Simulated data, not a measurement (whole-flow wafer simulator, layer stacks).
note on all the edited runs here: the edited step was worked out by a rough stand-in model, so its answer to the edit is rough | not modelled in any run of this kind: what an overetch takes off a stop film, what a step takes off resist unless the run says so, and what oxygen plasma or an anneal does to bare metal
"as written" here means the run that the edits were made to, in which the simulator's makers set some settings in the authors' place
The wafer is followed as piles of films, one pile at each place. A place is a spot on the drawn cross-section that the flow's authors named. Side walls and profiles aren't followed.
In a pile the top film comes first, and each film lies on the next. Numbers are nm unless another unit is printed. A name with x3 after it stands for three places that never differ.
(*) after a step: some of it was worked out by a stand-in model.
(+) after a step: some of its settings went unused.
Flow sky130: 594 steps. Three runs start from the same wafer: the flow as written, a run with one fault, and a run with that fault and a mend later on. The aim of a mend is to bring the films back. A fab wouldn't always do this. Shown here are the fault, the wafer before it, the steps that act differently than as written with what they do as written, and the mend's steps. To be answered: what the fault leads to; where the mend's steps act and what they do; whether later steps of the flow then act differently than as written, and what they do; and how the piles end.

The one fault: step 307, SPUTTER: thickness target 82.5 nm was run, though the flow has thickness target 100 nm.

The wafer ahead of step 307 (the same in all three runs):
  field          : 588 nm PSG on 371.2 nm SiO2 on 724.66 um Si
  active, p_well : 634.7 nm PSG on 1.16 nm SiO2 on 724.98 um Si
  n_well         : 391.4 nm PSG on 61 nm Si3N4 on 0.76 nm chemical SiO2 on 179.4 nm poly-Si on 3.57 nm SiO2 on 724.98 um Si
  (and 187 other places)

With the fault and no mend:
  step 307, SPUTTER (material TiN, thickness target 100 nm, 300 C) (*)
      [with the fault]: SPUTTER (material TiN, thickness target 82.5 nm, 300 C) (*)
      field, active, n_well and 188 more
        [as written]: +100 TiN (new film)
        [with the fault]: +82.5 TiN (new film)
  Steps later in the flow that act otherwise than as written (not shown: 1 more step that differs only slightly, by at most 2% or 0.5 nm, whichever is larger):
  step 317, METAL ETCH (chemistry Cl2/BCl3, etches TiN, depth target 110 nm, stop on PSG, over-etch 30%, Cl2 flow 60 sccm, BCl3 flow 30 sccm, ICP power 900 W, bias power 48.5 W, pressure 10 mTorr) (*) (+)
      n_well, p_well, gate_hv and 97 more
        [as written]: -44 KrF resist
        [with the fault]: -42.2 KrF resist
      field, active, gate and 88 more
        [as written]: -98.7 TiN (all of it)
        [with the fault]: -81.2 TiN (all of it)
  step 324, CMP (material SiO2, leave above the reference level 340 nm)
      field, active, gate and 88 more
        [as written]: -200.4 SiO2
        [with the fault]: -217.9 SiO2
  At n_well, p_well, gate_hv and 106 more, the piles at the end differ from the flow's by more than 2% or 0.5 nm, whichever is larger.
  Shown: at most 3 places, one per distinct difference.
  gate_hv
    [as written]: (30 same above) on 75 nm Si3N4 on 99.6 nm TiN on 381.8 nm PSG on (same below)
    [with the fault]: (30 same above) on 75 nm Si3N4 on 82.1 nm TiN on 381.8 nm PSG on (same below)
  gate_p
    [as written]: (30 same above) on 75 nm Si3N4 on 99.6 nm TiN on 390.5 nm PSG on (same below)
    [with the fault]: (30 same above) on 75 nm Si3N4 on 82.1 nm TiN on 390.5 nm PSG on (same below)
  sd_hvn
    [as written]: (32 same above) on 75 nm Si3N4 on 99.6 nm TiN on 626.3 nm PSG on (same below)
    [with the fault]: (32 same above) on 75 nm Si3N4 on 82.1 nm TiN on 626.3 nm PSG on (same below)

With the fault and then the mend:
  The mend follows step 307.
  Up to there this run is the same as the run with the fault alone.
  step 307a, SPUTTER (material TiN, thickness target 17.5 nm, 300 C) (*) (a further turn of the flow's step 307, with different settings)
      field, active, n_well and 188 more
        +17.5 TiN
  Every later step of the flow that is run acts as written, at every place that is followed, to within 2% or 0.5 nm, whichever is larger.
  At every place that both follow, the piles at the end match the flow's.
